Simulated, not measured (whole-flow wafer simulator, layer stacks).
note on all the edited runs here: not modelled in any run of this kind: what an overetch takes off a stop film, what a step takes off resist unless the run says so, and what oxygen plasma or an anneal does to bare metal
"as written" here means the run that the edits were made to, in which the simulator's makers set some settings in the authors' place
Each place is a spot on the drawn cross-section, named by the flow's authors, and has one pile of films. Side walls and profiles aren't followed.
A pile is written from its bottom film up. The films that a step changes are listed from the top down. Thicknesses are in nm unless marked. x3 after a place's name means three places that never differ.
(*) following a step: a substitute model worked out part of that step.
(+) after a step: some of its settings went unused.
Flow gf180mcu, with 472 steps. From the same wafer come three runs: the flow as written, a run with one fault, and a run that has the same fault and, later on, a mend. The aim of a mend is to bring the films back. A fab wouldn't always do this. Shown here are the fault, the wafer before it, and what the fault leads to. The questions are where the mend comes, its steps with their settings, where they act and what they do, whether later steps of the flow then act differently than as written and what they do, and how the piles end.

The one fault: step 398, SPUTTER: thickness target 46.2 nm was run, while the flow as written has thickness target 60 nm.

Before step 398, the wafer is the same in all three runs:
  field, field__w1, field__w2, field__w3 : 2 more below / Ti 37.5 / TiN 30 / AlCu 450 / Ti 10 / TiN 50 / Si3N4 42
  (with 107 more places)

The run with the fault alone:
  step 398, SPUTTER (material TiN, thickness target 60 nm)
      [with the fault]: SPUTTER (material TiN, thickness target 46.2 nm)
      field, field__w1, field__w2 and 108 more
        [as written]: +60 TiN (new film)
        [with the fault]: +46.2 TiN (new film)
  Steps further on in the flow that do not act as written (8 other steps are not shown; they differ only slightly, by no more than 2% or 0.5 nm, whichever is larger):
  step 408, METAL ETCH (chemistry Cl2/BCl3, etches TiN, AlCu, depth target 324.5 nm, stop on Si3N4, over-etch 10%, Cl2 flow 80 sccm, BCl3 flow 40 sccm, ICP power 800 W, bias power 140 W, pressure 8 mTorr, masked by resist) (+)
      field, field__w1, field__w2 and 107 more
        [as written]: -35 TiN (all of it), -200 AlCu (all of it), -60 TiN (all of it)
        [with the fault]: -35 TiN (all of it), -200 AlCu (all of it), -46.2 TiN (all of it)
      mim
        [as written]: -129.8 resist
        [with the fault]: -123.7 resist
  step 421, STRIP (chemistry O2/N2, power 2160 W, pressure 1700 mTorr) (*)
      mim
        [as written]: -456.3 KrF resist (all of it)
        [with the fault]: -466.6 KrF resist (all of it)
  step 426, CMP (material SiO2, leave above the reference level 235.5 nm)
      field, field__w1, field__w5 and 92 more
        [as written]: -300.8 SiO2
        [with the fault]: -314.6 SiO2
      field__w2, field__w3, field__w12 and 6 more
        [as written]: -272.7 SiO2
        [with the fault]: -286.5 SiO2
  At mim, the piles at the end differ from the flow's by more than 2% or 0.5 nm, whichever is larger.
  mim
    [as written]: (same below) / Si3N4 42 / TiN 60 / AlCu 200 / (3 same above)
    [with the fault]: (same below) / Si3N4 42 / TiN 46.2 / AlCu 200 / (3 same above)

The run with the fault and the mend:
  The mend follows step 398.
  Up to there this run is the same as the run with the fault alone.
  step 398a, SPUTTER (material TiN, thickness target 13.8 nm) (the flow's step 398 again, with other settings)
      field, field__w1, field__w2 and 108 more
        +13.8 TiN
  Every later step of the flow that is run acts as written at every place that is followed.
  The piles end the same as the flow's at every place that both follow.
